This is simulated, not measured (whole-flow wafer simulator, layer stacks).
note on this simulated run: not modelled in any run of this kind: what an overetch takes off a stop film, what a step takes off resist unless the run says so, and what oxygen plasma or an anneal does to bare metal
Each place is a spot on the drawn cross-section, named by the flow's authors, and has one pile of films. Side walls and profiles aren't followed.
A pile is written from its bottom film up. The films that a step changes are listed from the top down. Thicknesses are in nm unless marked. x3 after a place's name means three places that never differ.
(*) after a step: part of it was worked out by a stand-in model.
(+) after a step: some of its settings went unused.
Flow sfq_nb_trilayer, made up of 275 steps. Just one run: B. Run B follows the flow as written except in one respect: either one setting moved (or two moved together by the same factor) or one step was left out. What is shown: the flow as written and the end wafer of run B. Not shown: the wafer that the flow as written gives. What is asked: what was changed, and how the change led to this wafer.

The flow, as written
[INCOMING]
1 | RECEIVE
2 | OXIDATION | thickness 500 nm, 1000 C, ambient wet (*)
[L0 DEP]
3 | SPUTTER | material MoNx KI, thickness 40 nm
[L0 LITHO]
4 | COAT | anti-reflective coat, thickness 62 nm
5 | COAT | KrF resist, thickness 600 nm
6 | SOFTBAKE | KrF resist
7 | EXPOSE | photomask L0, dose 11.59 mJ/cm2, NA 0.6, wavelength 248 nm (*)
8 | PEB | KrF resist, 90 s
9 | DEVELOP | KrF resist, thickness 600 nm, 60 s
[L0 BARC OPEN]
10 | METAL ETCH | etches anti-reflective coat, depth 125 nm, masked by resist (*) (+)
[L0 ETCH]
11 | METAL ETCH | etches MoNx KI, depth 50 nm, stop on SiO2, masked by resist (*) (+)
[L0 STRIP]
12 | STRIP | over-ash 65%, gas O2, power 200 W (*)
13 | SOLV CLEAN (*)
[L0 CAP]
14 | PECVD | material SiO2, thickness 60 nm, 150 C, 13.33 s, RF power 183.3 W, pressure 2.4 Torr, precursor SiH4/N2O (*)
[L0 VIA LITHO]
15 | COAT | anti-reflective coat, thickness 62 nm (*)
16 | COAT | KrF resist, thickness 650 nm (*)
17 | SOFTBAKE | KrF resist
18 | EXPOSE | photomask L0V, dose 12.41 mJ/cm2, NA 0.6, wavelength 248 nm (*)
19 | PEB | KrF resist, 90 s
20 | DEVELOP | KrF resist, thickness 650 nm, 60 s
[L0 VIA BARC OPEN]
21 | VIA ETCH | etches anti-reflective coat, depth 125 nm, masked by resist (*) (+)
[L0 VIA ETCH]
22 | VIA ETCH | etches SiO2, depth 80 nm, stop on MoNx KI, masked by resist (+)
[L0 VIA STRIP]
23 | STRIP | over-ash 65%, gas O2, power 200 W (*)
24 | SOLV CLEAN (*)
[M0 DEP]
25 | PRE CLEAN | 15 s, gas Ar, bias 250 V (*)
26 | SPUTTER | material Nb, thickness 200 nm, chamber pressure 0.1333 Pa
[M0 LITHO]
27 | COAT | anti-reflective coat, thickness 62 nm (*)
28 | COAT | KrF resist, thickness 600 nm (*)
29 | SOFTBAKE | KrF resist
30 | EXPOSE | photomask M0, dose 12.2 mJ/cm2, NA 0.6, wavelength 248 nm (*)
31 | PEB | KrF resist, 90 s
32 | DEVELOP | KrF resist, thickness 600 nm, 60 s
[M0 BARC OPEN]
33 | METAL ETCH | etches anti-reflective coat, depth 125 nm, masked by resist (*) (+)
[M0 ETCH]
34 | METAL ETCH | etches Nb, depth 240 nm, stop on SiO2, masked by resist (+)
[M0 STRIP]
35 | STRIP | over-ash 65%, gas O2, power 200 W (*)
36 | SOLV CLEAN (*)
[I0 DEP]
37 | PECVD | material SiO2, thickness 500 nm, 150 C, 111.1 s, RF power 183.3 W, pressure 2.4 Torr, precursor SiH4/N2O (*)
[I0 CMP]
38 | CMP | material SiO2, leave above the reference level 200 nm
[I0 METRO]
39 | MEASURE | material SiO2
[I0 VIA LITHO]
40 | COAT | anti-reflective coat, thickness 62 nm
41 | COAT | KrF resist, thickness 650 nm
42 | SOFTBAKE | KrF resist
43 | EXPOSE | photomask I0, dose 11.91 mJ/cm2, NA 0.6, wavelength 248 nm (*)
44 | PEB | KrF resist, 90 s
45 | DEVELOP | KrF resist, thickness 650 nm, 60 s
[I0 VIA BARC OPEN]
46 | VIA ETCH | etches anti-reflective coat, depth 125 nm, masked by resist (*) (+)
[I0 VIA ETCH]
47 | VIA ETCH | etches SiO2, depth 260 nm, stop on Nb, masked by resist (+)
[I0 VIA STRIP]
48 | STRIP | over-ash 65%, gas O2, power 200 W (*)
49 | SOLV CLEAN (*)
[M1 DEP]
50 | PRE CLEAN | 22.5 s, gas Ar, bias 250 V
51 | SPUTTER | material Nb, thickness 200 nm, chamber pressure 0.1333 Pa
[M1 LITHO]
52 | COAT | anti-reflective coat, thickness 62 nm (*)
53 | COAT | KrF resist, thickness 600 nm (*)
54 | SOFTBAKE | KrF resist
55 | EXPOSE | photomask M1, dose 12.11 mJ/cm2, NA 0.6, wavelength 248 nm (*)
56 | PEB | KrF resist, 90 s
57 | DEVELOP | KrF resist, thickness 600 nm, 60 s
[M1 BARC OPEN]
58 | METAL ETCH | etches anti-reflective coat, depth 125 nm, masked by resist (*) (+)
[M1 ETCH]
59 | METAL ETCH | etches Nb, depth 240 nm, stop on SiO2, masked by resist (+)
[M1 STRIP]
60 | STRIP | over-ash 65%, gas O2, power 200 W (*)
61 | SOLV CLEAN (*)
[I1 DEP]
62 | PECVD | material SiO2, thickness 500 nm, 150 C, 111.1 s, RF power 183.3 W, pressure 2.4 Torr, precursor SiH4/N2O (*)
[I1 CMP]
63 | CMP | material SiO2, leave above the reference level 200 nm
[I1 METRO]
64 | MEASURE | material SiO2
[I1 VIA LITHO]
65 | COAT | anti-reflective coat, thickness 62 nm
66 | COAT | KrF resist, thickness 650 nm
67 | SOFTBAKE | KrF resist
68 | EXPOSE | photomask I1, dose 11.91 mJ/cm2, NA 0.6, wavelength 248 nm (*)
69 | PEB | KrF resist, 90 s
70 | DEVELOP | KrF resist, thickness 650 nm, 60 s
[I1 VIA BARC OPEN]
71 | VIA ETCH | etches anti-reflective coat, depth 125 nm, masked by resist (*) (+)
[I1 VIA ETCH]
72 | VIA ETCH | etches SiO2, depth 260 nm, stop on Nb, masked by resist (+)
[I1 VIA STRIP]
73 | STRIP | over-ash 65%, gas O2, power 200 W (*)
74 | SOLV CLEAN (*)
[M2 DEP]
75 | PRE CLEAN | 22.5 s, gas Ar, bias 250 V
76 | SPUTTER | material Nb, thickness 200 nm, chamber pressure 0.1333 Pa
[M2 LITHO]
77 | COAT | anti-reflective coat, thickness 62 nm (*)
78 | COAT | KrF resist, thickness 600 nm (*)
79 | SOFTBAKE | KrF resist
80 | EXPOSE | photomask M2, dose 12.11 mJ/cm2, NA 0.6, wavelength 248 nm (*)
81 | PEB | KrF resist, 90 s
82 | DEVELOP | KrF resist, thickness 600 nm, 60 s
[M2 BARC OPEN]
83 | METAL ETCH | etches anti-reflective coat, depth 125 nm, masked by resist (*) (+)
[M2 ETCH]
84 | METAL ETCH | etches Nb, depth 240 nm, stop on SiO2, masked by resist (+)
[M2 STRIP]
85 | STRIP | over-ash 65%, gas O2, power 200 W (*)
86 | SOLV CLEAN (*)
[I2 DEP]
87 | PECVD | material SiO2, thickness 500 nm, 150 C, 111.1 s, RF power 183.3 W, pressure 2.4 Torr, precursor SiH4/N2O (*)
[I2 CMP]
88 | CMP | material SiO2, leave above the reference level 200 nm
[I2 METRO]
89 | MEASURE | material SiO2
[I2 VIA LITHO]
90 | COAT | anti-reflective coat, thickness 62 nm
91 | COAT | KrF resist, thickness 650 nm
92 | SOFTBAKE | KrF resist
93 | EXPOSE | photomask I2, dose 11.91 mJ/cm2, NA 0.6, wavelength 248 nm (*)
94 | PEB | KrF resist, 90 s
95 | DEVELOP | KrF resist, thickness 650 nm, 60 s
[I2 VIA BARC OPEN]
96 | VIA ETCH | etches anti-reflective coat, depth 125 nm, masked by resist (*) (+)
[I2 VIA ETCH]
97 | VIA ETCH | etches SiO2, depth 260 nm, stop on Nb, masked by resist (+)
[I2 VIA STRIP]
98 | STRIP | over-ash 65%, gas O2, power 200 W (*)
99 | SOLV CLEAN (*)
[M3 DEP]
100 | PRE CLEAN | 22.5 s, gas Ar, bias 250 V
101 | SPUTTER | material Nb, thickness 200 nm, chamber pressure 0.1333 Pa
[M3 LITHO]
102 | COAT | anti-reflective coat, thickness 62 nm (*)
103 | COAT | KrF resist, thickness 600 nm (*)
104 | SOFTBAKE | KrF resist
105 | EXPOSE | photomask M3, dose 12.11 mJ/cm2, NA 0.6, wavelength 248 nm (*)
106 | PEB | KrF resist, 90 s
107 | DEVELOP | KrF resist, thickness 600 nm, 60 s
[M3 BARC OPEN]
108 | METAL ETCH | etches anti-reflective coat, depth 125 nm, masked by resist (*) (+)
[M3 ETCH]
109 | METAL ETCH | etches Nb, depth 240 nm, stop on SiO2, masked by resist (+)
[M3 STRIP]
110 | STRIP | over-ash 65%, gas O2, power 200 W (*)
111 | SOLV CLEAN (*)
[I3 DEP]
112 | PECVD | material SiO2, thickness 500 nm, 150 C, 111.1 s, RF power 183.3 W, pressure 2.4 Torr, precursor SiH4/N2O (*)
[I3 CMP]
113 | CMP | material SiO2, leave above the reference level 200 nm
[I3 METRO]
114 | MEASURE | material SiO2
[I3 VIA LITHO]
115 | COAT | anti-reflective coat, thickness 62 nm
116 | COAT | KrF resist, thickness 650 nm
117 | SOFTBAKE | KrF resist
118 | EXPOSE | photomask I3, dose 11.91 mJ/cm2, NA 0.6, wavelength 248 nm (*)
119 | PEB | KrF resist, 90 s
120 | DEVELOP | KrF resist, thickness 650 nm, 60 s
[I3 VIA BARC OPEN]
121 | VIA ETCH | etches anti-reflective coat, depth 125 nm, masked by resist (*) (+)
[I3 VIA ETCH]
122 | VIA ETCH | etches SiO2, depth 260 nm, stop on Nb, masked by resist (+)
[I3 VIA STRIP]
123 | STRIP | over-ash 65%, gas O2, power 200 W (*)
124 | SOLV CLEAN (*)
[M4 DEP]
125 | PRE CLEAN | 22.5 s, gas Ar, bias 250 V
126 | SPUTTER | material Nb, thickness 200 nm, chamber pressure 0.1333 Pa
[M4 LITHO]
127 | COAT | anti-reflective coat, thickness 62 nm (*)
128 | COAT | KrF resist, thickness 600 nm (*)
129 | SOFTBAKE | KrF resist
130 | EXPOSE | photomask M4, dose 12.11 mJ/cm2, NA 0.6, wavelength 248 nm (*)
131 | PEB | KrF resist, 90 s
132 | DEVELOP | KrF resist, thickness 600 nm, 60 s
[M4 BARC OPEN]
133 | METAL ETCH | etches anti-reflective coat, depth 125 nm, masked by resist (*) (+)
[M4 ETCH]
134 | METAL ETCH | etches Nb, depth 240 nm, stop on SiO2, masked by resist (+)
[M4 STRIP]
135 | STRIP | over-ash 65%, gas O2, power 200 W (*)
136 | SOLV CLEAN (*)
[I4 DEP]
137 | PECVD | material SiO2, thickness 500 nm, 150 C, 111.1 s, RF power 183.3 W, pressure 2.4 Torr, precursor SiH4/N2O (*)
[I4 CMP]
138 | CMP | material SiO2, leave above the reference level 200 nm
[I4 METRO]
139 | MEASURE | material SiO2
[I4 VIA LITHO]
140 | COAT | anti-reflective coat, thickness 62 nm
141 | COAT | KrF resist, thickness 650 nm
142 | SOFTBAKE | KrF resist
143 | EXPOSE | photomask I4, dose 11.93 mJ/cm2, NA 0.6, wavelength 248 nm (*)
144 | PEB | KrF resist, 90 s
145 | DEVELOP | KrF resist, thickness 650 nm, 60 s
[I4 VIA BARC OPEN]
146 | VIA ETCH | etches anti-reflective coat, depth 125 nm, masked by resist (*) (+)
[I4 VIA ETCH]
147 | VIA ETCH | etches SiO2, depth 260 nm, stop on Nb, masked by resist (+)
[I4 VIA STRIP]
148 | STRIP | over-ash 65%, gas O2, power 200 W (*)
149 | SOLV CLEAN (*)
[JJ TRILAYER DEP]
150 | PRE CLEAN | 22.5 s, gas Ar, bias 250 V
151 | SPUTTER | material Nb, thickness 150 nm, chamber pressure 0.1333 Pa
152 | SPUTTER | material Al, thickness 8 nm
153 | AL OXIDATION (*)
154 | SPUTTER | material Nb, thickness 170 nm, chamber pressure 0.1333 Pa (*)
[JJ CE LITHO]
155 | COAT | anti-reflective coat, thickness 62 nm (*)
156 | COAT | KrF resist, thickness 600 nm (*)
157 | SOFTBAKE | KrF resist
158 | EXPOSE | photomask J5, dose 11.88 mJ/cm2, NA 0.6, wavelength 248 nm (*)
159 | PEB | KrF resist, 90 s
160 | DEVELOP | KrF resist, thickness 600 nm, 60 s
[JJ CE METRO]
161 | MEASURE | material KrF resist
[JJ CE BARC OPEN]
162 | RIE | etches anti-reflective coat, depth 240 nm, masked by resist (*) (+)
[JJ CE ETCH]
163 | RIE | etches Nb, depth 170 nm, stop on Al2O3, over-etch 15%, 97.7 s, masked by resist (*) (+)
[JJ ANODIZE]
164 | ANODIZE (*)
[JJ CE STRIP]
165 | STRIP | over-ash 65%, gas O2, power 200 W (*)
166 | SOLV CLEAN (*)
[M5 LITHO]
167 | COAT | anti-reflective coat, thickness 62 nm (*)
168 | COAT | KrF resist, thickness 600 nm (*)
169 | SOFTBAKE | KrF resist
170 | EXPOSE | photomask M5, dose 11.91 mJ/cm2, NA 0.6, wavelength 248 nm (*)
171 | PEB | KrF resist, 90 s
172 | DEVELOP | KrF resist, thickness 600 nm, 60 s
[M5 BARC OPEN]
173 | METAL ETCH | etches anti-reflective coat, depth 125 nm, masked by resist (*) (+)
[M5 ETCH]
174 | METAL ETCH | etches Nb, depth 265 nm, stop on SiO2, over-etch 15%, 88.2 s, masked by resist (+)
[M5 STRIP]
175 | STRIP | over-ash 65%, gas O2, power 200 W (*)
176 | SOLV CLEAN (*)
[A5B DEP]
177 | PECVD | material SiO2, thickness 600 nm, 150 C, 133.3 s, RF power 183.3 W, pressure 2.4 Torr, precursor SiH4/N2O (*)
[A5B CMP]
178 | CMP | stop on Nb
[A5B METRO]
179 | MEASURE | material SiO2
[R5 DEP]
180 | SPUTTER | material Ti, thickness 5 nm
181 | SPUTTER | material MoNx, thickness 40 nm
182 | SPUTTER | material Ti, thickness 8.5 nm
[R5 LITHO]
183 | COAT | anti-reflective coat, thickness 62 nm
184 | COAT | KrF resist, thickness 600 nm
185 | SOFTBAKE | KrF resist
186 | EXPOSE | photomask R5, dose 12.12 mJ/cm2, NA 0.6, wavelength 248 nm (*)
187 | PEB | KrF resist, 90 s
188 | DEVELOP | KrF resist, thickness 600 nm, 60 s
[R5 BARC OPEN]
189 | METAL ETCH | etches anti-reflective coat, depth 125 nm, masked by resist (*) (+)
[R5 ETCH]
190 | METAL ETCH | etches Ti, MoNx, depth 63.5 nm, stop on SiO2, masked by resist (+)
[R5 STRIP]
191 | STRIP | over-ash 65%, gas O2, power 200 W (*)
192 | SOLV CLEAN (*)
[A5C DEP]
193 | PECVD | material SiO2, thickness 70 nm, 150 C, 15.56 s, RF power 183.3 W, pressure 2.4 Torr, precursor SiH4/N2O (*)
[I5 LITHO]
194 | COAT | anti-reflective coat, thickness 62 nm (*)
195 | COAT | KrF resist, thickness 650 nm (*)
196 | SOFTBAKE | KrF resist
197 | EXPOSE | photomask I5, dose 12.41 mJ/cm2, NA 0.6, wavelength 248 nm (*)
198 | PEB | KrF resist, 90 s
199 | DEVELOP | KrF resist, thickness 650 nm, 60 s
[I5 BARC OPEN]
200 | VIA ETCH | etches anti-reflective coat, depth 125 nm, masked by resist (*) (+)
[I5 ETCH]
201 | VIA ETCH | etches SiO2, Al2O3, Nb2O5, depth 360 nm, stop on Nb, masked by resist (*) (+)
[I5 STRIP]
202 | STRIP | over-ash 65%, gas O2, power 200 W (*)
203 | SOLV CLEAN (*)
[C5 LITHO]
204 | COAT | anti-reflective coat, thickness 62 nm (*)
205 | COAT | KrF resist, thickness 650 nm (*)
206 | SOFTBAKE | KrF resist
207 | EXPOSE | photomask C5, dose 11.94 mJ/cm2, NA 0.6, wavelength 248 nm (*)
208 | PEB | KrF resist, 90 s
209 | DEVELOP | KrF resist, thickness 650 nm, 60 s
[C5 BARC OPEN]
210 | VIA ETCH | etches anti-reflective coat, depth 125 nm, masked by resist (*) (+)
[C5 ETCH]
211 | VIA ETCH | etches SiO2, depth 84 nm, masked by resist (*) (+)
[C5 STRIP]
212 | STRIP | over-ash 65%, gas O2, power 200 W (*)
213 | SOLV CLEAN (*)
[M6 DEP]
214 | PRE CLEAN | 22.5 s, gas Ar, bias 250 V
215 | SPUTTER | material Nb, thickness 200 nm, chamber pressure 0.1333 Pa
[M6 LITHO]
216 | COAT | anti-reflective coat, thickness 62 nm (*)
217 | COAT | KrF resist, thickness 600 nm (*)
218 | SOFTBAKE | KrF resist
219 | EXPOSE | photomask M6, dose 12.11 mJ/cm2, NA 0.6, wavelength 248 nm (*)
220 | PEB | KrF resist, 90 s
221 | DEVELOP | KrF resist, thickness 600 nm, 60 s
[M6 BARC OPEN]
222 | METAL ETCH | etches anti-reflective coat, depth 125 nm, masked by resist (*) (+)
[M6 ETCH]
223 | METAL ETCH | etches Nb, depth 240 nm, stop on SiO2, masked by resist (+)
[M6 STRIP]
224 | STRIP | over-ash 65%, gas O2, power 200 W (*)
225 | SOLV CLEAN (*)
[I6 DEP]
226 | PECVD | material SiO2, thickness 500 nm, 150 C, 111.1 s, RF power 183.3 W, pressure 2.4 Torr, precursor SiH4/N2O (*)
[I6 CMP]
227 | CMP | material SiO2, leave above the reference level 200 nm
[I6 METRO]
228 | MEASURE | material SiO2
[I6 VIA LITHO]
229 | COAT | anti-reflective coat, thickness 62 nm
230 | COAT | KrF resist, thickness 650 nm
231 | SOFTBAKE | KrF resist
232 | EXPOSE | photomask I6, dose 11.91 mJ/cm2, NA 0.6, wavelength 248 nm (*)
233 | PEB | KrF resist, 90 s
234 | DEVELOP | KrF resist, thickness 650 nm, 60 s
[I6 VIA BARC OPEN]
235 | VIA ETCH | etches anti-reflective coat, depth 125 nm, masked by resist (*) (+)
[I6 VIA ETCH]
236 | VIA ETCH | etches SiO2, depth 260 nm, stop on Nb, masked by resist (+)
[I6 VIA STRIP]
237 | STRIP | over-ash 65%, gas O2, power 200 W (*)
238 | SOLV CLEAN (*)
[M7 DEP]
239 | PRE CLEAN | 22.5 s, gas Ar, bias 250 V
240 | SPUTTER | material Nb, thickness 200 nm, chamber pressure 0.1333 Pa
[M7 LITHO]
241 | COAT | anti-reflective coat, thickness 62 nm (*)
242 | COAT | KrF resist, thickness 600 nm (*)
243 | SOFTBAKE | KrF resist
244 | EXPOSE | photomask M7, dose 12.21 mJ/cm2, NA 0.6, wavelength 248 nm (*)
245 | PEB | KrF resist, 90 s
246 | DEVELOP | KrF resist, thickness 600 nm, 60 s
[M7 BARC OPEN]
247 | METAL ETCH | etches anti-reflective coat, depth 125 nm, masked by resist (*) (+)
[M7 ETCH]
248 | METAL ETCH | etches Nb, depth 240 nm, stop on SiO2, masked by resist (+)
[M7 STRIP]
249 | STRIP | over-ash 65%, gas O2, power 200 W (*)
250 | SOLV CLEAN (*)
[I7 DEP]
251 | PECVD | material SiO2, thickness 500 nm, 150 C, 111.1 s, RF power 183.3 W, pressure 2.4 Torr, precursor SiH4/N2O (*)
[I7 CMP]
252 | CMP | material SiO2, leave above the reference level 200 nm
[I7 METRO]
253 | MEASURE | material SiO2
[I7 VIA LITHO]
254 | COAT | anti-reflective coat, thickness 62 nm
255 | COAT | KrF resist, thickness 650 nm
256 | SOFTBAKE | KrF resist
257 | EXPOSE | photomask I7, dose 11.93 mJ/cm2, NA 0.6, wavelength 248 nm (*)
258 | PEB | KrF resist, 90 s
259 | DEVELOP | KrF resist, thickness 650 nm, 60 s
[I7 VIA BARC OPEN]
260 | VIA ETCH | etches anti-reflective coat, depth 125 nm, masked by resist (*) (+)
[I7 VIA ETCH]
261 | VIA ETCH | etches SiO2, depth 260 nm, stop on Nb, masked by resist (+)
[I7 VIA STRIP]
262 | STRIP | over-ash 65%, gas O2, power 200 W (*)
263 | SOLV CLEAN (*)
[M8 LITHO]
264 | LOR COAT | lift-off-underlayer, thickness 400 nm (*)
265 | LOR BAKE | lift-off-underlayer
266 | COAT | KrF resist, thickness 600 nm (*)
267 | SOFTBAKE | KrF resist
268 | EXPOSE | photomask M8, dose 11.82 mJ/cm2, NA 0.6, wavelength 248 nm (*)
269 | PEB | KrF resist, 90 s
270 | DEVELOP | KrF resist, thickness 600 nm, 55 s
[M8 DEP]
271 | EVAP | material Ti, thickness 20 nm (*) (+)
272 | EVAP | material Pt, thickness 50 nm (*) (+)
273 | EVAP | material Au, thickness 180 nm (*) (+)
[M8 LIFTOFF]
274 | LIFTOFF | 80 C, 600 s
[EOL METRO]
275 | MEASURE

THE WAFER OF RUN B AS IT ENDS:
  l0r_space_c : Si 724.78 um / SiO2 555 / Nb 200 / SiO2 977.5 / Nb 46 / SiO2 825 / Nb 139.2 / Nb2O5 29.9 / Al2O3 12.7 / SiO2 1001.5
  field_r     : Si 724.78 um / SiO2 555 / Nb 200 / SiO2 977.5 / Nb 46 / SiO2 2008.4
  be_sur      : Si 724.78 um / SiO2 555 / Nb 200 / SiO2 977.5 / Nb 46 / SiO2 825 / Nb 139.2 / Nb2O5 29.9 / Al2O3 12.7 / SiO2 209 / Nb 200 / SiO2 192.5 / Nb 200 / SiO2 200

What caused this: step 101, SPUTTER: thickness 286 nm was run, while the flow as written has thickness 200 nm.

The path from the change to this, step by step:
  101 | SPUTTER | material Nb, thickness 200 nm, chamber pressure 0.1333 Pa
      field_l, v_sur, via_wl and 102 more: +286 Nb (new film) (as written it would have been: +200 Nb (new film))
      via_w: +237.9 Nb (as written it would have been: +165.5 Nb)
  102 | COAT | anti-reflective coat, thickness 62 nm (*)
      via_wl: +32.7 anti-reflective coat (new film) (as written it would have been: +34.2 anti-reflective coat (new film))
  109 | METAL ETCH | etches Nb, depth 240 nm, stop on SiO2, masked by resist (+)
      field_l, be, be_sur and 72 more: -240 Nb (as written it would have been: -200 Nb (all of it))
  110 | STRIP | over-ash 65%, gas O2, power 200 W (*)
      via_wl: -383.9 KrF resist (all of it), -32.7 anti-reflective coat (all of it) (as written it would have been: -384.2 KrF resist (all of it), -34.2 anti-reflective coat (all of it))
  112 | PECVD | material SiO2, thickness 500 nm, 150 C, 111.1 s, RF power 183.3 W, pressure 2.4 Torr, precursor SiH4/N2O (*)
      field_l, be, be_sur and 64 more: +500 SiO2 (new film) (as written it would have been: +500 SiO2)
      p4_g1, p4_g2, p3_s0, p3_s1, p3_s2, p3_s3, p3_s4, p3_s5: +597.1 SiO2 (new film) (as written it would have been: +557.1 SiO2)
  113 | CMP | material SiO2, leave above the reference level 200 nm
      field_l, be, be_sur and 64 more: -60 SiO2 (as written it would have been: -100 SiO2)
      via_w: -157.1 SiO2 (as written it would have been: -181.6 SiO2)
With metal films that touch counted as one body, l0r_space_c has 3 bodies (between them, from the top down: SiO2 825; SiO2 977.5); the flow as written gives 2 bodies (between them, from the top down: SiO2 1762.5).
With metal films that touch counted as one body, field_r has 2 bodies (between them, from the top down: SiO2 977.5); the flow as written gives 1 body.
With metal films that touch counted as one body, be_sur has 5 bodies (between them, from the top down: SiO2 192.5; SiO2 209 / Al2O3 12.7 / Nb2O5 29.9; SiO2 825; SiO2 977.5); the flow as written gives 4 bodies (between them, from the top down: SiO2 192.5; SiO2 209 / Al2O3 12.7 / Nb2O5 29.9; SiO2 1762.5).
